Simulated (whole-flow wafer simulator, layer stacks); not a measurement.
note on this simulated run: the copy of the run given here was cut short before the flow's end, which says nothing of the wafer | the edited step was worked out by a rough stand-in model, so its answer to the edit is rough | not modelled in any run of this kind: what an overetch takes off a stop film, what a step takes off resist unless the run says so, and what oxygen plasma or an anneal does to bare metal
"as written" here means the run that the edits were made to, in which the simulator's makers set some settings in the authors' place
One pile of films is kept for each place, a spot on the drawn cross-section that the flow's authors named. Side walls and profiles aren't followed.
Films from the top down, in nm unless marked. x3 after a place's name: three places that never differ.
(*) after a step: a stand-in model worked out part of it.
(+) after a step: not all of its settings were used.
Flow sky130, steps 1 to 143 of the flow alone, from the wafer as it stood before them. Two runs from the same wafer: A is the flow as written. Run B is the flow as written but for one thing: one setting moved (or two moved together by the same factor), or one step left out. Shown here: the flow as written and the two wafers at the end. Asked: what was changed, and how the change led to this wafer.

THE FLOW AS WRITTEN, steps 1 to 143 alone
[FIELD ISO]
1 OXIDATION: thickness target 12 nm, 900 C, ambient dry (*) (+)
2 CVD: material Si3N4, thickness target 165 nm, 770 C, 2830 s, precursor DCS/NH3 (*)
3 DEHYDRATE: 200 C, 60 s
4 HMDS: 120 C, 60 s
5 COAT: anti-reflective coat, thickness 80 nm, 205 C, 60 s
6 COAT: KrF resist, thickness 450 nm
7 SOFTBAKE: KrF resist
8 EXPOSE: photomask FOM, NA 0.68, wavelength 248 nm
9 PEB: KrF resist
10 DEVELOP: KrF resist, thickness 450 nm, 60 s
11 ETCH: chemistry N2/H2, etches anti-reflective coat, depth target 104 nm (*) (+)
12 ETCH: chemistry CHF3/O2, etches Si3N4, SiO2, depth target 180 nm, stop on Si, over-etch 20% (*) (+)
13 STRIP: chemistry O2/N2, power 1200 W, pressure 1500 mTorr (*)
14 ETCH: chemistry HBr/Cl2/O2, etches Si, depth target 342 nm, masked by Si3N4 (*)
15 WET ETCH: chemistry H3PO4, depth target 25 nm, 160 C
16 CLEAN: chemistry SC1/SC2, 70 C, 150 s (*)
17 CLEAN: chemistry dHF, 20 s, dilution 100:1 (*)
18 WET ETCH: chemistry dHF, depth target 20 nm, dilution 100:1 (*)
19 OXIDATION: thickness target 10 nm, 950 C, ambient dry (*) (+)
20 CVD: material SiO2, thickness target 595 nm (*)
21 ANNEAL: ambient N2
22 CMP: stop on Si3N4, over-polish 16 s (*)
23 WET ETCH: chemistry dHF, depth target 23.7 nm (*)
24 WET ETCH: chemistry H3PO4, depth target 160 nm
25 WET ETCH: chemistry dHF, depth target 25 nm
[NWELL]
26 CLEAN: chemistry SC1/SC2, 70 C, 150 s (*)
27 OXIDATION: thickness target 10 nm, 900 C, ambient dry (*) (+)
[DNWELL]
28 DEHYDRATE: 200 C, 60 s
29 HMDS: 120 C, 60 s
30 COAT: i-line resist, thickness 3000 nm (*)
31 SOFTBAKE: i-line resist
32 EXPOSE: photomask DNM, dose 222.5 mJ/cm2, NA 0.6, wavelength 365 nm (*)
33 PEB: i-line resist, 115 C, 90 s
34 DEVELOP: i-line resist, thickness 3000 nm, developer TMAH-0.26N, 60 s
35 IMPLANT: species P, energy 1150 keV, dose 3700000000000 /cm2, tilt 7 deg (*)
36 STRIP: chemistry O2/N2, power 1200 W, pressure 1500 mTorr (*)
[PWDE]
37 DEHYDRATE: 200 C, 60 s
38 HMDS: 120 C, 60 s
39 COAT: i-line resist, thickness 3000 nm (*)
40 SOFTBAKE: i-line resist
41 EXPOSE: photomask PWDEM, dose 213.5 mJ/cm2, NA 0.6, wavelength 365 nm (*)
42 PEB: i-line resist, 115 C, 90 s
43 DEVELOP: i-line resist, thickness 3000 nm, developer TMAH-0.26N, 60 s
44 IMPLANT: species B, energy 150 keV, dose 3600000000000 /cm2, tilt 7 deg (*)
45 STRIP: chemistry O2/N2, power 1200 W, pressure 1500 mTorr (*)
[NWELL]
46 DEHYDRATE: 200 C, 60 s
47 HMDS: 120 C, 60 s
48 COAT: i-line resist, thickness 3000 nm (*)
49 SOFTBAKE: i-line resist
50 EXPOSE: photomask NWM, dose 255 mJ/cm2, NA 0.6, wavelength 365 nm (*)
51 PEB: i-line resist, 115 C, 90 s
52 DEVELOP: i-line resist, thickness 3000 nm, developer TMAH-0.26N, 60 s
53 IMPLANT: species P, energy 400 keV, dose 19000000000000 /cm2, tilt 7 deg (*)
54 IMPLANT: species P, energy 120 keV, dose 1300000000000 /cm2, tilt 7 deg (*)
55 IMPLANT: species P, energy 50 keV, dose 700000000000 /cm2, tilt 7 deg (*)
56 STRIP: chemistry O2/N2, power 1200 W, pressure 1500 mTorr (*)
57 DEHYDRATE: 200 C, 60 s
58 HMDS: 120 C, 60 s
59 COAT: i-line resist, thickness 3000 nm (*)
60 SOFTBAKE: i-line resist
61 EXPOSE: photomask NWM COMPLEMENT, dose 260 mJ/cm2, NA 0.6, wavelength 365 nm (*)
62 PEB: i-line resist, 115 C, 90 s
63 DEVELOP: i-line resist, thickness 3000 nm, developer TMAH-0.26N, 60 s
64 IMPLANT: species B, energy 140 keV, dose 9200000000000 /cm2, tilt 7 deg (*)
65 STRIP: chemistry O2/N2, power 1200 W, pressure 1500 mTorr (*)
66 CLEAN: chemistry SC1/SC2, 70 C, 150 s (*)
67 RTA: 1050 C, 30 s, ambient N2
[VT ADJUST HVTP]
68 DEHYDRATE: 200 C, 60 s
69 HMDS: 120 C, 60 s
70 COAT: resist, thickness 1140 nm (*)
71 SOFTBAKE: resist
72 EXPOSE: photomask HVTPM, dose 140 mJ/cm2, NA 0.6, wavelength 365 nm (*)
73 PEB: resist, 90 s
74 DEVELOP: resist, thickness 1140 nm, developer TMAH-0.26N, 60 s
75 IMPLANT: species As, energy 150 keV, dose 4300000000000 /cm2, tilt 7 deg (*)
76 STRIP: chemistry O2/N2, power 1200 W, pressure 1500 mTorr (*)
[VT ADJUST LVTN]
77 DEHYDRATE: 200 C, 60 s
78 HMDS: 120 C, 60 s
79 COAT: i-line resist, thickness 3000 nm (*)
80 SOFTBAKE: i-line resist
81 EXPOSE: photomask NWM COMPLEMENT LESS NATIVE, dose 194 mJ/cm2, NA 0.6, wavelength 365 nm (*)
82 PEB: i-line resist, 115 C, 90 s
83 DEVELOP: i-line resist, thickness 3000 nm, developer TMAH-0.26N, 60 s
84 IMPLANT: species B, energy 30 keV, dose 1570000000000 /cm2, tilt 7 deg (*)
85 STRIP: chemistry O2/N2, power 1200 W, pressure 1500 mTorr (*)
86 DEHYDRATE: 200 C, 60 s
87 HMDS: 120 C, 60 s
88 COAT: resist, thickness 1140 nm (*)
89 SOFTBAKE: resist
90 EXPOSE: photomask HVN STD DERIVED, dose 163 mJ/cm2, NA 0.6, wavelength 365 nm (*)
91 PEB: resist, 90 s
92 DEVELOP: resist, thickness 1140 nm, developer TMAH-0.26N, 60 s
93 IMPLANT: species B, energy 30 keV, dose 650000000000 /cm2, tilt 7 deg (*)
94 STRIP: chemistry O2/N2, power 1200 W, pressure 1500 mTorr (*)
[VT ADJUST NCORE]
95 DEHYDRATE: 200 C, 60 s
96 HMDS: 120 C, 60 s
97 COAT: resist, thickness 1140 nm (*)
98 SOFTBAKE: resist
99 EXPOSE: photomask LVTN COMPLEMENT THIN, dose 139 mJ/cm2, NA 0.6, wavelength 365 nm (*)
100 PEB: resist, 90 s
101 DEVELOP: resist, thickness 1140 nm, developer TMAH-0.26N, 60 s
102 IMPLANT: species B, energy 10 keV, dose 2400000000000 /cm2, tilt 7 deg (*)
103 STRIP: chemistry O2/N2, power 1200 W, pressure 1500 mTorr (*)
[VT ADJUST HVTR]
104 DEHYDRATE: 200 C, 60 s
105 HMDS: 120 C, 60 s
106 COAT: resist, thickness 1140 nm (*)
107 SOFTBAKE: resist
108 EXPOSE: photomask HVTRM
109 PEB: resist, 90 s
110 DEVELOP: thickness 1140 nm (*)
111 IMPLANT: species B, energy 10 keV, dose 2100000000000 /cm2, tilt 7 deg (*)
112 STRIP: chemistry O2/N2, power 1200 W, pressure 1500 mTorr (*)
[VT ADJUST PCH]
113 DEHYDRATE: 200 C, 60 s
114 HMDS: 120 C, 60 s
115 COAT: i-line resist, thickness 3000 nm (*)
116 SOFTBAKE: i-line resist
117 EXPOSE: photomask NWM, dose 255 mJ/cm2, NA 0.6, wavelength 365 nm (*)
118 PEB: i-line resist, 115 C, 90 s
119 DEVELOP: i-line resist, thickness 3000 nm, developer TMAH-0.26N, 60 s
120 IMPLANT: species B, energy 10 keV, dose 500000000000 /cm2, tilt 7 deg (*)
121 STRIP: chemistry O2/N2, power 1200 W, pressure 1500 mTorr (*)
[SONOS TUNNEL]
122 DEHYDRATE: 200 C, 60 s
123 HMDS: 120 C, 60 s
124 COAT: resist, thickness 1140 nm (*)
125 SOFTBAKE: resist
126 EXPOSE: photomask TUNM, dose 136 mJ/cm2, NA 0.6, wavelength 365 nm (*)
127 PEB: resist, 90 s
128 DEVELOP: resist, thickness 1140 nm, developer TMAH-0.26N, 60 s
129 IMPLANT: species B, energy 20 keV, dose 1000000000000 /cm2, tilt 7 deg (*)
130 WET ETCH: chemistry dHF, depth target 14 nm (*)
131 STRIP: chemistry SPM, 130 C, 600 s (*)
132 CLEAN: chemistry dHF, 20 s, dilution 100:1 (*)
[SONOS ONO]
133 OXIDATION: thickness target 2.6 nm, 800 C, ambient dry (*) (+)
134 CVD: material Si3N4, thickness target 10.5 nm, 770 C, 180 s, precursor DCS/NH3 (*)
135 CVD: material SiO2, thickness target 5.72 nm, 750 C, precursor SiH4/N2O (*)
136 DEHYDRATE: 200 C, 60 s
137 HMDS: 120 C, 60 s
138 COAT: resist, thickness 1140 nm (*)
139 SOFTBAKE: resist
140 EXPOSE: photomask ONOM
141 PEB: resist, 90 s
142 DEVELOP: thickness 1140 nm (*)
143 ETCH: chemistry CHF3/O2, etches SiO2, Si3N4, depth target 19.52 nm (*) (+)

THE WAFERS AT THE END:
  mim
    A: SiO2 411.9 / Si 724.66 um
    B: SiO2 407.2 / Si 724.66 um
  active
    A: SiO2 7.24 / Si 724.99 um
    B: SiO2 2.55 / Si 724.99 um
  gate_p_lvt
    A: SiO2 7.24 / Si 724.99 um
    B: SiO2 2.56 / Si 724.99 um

The cause: step 143, ETCH: depth target 24.2 nm was run, where the flow has depth target 19.52 nm.

How the change led to this, step by step:
  143 ETCH: chemistry CHF3/O2, etches SiO2, Si3N4, depth target 19.52 nm (*) (+)
      field, active, p_well x5 and 179 more: A SiO2 -5.72 (all of it), Si3N4 -10.5 (all of it), SiO2 -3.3 | B SiO2 -5.72 (all of it), Si3N4 -10.5 (all of it), SiO2 -7.98
      n_well, sonos_sd: A SiO2 -5.72 (all of it), Si3N4 -10.5 (all of it), SiO2 -2.6 (all of it), Si -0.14 | B SiO2 -5.72 (all of it), Si3N4 -10.5 (all of it), SiO2 -2.6 (all of it), Si -1.08
      (and at 2 more places)
